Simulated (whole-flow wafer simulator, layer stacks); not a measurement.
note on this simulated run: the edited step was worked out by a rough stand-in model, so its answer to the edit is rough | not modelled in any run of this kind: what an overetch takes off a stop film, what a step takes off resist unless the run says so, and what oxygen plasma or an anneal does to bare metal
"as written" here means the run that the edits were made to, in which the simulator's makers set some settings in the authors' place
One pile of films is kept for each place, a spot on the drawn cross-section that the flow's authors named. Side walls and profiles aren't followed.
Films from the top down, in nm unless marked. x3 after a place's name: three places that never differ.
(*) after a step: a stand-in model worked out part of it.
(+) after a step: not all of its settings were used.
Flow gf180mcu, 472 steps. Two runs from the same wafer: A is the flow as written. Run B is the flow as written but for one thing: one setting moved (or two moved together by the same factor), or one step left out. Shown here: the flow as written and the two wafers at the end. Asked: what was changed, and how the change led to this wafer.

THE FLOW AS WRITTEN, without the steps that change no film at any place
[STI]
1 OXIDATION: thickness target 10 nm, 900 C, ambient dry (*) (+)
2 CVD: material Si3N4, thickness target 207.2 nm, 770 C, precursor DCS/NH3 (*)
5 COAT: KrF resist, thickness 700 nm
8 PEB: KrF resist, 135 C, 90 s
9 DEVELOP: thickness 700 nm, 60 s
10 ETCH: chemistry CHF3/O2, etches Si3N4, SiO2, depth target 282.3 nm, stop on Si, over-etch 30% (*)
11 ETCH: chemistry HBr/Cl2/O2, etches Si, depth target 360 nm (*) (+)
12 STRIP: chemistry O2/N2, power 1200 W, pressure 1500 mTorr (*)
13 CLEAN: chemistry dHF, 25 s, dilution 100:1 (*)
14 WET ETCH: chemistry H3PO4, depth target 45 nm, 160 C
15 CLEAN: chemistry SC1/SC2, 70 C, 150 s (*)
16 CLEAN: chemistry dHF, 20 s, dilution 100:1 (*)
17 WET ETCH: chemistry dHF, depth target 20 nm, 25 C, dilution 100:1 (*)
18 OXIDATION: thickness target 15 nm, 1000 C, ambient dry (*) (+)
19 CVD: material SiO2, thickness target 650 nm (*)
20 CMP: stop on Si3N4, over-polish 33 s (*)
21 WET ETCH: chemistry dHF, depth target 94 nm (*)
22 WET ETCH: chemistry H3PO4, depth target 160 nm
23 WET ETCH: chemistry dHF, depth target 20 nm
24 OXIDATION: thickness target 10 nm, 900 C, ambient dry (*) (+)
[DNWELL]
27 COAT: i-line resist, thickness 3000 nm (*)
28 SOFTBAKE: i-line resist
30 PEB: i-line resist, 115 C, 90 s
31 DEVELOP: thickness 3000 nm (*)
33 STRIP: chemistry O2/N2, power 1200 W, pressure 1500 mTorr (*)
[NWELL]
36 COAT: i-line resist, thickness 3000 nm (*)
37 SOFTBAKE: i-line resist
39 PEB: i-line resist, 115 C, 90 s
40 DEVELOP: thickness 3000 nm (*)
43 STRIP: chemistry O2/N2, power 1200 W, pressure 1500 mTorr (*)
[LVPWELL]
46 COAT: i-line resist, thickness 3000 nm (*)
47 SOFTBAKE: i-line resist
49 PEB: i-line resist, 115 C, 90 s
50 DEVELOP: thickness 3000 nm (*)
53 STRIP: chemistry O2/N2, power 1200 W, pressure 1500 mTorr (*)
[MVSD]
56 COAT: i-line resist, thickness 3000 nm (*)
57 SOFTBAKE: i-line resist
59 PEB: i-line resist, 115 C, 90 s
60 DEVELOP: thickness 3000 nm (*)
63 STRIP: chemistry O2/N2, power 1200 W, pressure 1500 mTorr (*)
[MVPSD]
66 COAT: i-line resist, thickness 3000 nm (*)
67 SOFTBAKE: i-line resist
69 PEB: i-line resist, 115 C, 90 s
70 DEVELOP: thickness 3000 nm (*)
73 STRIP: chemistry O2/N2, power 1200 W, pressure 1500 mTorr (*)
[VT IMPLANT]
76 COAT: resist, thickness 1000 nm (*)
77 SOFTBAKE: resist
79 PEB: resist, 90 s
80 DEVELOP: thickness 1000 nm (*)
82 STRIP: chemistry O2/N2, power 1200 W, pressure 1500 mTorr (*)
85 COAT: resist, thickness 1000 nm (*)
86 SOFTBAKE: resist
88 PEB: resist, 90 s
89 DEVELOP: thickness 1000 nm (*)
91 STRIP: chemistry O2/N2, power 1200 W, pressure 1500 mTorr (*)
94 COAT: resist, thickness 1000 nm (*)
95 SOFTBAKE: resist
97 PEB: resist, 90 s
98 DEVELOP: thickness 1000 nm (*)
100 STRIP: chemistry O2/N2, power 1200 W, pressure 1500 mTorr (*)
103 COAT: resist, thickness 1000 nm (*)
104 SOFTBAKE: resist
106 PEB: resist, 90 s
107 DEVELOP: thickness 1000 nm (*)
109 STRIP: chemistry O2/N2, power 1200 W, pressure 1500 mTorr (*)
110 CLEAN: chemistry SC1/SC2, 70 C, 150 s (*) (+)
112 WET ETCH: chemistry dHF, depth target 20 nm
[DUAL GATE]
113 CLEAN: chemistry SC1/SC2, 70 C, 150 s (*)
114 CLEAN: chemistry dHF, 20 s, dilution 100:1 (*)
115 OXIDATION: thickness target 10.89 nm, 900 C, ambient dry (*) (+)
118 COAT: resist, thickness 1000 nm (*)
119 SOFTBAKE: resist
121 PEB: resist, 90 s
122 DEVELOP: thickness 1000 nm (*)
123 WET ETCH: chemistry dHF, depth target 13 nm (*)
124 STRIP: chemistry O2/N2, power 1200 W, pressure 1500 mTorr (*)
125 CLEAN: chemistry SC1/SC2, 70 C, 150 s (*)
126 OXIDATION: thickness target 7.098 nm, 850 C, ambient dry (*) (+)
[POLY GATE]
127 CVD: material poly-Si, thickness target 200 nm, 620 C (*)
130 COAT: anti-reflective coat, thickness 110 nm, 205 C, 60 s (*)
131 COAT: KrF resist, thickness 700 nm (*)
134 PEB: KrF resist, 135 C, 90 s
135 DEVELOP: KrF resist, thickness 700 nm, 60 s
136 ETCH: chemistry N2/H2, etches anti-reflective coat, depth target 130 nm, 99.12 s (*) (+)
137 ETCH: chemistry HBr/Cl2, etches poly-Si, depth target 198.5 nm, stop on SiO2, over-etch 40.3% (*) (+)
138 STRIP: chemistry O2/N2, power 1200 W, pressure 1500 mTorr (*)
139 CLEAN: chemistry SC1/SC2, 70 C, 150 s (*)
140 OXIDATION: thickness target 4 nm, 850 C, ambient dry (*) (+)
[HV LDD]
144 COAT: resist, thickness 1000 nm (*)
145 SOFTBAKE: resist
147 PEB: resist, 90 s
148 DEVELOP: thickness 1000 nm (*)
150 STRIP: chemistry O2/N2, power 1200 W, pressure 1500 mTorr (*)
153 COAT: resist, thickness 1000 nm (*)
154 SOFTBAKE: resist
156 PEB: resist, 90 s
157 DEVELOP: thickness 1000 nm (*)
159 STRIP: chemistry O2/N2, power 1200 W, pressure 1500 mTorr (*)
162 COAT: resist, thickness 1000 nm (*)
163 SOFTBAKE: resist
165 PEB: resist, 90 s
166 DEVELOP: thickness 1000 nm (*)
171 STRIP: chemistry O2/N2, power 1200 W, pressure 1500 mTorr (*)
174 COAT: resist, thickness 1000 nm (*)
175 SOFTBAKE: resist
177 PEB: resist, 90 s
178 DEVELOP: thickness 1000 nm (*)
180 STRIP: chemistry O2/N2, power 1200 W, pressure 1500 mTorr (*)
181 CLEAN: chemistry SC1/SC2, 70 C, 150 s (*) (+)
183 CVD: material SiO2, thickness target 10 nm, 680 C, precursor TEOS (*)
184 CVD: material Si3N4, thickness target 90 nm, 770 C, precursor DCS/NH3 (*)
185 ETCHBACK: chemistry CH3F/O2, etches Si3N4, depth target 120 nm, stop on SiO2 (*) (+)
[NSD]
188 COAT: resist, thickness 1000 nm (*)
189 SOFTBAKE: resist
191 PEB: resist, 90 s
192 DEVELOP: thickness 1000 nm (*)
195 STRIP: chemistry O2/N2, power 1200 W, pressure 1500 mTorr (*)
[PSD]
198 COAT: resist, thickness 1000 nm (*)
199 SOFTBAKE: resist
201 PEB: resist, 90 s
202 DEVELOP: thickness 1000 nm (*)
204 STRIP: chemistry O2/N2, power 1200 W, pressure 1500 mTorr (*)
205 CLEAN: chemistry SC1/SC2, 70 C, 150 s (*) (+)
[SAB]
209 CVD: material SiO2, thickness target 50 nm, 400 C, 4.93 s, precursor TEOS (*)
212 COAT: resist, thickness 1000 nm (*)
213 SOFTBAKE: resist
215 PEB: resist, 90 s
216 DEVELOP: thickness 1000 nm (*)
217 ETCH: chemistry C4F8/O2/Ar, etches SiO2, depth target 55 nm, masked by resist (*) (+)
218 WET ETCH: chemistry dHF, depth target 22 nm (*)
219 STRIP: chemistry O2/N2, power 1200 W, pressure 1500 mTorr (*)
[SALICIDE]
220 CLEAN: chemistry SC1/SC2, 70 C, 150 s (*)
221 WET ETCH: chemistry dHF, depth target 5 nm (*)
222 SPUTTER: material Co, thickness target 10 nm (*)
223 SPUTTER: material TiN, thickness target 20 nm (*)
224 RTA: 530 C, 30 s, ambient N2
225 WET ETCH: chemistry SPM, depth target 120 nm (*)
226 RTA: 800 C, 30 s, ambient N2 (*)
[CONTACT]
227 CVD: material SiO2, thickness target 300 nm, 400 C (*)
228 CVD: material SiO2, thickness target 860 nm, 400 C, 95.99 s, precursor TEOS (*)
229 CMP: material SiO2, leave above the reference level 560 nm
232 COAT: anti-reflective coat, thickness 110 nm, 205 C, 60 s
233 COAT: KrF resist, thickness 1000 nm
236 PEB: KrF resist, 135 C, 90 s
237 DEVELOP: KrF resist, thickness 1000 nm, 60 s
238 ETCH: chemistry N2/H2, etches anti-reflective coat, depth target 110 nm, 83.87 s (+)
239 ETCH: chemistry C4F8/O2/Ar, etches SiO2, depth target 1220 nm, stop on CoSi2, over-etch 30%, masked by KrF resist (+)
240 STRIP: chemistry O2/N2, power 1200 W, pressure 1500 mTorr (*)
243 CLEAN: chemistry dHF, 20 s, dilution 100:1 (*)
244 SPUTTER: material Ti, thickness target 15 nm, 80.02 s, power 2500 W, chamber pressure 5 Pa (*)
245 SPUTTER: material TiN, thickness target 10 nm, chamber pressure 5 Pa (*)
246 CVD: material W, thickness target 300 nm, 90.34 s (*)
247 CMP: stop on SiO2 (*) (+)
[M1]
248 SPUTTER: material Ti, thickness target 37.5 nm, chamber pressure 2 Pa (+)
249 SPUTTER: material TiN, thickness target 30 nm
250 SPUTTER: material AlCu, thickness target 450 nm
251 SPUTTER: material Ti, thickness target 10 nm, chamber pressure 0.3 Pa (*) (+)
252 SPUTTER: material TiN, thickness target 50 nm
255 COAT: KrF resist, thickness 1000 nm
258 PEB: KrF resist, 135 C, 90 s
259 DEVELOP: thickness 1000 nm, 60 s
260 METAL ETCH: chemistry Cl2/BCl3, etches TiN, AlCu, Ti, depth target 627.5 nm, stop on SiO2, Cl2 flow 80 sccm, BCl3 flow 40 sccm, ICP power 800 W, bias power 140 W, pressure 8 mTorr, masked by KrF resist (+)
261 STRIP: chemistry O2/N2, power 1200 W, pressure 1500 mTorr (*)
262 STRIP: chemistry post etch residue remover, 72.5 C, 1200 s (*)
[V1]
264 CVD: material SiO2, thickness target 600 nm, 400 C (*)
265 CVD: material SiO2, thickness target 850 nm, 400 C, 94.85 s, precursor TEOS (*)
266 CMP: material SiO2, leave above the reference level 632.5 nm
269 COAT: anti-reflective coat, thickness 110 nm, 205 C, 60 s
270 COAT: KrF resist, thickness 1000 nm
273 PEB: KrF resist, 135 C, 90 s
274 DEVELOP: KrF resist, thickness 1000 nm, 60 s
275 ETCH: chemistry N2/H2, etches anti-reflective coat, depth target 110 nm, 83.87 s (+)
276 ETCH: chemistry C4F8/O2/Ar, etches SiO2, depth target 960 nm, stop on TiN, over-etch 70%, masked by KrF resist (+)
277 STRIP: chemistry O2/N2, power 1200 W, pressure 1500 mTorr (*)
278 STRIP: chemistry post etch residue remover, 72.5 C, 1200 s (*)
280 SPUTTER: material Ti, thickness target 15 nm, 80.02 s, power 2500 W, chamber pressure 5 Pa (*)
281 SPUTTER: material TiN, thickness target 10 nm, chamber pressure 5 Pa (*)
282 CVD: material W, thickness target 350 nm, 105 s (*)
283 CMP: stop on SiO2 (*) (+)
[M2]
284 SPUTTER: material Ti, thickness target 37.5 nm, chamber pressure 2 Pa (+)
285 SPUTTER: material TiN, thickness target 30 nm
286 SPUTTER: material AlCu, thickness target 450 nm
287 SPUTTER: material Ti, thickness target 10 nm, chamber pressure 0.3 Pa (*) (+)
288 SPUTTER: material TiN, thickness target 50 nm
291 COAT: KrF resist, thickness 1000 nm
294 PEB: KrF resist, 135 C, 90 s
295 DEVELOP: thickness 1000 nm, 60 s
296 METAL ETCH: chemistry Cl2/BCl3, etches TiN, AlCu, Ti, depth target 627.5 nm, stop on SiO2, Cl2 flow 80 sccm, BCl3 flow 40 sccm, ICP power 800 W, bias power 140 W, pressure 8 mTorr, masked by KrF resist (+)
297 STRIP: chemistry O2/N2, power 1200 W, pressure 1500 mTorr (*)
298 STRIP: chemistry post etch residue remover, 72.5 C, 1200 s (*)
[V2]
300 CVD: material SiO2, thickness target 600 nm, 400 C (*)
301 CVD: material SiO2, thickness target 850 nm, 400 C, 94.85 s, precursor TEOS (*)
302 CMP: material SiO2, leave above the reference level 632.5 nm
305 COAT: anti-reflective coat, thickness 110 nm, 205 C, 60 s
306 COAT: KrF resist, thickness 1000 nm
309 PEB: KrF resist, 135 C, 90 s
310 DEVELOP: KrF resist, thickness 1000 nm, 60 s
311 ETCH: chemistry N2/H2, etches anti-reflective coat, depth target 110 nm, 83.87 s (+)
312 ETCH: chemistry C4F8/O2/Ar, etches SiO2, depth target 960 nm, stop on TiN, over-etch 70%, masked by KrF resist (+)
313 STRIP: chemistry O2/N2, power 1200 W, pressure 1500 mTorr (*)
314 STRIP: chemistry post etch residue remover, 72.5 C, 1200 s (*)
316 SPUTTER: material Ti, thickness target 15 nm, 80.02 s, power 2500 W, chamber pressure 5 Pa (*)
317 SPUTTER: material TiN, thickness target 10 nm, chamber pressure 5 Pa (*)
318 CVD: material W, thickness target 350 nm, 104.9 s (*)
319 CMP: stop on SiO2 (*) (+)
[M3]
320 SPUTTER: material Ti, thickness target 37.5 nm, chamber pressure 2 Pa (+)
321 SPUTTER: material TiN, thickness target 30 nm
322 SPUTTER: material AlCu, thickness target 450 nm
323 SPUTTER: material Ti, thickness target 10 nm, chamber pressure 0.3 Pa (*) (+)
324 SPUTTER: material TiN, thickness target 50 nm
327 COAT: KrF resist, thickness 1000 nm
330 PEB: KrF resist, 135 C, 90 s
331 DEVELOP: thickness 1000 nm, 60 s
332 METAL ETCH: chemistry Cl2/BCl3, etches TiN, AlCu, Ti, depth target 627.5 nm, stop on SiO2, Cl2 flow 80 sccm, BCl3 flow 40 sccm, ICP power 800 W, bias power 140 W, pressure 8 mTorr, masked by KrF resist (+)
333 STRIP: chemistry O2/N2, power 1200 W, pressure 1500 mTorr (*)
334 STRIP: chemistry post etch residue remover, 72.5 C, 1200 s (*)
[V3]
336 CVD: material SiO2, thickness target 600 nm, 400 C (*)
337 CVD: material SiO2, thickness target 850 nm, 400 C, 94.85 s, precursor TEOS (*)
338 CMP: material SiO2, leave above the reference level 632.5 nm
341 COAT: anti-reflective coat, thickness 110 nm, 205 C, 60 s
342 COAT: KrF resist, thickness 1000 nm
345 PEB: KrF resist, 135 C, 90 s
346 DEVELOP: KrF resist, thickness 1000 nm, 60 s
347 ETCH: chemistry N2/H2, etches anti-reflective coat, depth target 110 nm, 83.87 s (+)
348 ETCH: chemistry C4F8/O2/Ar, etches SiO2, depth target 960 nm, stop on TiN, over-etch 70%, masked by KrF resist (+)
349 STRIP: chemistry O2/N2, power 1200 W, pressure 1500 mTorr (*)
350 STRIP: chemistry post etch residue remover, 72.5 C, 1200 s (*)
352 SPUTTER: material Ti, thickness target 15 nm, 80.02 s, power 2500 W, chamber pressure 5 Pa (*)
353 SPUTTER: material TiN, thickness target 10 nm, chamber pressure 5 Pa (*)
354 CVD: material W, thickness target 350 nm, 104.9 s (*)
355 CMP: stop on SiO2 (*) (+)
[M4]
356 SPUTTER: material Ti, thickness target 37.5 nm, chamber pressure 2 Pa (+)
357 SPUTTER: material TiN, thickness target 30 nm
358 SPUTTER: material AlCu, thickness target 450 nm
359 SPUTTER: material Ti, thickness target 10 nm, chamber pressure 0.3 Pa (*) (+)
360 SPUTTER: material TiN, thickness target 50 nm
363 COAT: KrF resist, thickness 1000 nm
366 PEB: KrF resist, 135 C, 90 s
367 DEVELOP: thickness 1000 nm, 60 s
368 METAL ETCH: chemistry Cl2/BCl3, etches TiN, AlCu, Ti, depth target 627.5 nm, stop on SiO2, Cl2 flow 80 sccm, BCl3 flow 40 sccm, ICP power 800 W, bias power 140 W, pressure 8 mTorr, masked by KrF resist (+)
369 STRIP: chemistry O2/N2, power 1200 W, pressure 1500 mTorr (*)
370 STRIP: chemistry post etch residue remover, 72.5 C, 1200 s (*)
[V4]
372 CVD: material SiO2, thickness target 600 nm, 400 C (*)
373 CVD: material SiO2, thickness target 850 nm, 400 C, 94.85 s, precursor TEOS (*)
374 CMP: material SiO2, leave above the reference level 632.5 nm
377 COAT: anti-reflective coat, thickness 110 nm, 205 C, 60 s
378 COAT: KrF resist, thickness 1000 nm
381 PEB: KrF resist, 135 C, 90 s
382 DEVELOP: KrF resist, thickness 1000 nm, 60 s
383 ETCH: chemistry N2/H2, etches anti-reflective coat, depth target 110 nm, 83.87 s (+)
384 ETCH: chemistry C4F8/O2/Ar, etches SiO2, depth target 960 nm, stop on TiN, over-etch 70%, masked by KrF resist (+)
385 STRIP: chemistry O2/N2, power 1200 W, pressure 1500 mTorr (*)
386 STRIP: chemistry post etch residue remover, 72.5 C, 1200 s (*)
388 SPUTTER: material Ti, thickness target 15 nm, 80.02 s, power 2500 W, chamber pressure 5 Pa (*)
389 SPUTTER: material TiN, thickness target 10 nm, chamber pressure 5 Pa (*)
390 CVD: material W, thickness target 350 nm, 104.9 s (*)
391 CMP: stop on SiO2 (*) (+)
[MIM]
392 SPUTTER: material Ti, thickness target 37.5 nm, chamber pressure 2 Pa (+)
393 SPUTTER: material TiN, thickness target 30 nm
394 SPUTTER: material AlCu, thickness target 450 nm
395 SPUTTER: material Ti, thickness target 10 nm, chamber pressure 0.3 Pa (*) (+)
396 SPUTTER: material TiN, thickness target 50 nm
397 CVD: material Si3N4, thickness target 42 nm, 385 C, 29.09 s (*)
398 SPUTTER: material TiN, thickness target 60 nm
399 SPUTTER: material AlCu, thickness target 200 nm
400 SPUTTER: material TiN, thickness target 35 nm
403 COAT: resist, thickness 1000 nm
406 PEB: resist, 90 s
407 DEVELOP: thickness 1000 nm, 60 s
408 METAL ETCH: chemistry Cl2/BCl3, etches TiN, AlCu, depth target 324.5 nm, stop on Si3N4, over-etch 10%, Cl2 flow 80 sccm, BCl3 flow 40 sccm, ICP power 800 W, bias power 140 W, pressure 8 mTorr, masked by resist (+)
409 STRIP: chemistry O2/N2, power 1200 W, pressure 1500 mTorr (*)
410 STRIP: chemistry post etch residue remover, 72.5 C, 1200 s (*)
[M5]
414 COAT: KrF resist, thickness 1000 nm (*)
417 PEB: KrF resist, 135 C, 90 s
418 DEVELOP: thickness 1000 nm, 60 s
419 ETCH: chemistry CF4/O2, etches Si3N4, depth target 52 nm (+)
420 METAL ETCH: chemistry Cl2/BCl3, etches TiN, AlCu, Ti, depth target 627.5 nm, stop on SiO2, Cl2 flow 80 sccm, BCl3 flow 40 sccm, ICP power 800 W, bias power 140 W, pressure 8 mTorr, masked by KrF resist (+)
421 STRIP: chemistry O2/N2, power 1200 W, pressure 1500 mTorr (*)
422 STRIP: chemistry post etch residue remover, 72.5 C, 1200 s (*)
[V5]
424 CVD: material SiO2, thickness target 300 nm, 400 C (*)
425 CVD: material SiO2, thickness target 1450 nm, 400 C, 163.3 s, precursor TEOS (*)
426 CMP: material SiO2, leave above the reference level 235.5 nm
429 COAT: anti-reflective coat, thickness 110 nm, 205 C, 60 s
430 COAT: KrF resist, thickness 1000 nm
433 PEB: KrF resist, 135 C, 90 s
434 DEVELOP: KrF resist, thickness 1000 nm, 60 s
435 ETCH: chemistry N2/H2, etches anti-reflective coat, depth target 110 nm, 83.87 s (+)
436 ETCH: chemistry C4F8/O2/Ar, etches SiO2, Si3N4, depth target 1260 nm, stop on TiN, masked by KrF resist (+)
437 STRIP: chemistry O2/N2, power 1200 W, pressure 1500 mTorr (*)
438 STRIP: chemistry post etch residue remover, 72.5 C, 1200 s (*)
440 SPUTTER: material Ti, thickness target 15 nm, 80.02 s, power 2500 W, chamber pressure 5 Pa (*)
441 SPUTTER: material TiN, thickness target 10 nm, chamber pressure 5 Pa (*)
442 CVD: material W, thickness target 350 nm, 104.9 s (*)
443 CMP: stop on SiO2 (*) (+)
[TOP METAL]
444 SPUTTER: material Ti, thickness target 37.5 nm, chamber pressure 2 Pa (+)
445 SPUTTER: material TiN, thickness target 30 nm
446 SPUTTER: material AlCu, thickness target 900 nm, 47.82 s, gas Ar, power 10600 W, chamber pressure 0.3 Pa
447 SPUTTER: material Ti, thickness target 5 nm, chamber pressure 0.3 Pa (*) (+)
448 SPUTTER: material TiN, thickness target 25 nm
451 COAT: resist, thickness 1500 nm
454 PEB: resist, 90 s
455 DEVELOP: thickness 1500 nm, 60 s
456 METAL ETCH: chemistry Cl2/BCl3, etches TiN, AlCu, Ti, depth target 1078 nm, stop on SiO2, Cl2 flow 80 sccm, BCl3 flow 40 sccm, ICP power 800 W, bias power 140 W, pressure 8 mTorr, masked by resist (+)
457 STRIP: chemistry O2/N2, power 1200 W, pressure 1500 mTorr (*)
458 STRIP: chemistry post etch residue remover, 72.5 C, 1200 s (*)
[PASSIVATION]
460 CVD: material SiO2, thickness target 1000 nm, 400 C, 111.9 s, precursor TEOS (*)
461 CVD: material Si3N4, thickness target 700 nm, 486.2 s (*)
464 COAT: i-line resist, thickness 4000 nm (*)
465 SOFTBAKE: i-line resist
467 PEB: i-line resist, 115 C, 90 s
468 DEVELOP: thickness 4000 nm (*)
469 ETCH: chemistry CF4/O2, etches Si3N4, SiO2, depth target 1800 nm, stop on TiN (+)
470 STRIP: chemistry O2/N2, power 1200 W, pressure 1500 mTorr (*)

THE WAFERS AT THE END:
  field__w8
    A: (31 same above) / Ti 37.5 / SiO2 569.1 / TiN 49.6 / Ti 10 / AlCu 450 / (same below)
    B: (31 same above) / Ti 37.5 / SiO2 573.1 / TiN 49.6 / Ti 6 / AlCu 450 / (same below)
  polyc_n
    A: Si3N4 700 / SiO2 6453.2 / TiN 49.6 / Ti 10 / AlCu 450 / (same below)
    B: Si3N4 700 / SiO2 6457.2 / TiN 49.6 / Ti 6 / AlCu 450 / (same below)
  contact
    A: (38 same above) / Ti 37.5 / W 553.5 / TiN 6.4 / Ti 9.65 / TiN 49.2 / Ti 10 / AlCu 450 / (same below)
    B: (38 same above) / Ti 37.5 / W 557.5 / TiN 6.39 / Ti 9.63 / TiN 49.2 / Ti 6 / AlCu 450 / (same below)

The cause: step 251, SPUTTER: thickness target 6 nm was run, where the flow has thickness target 10 nm.
It can be read off the wafer: field__w8 has Ti 6, and step 251 as written asks for 10 nm.

How the change led to this, step by step:
  251 SPUTTER: material Ti, thickness target 10 nm, chamber pressure 0.3 Pa (*) (+)
      field, field__w1, field__w2 and 108 more: A Ti +10 (new film) | B Ti +6 (new film)
  260 METAL ETCH: chemistry Cl2/BCl3, etches TiN, AlCu, Ti, depth target 627.5 nm, stop on SiO2, Cl2 flow 80 sccm, BCl3 flow 40 sccm, ICP power 800 W, bias power 140 W, pressure 8 mTorr, masked by KrF resist (+)
      field, field__w1, field__w2 and 99 more: A TiN -50 (all of it), Ti -10 (all of it), AlCu -450 (all of it), TiN -30 (all of it), Ti -37.5 (all of it) | B TiN -50 (all of it), Ti -6 (all of it), AlCu -450 (all of it), TiN -30 (all of it), Ti -37.5 (all of it)
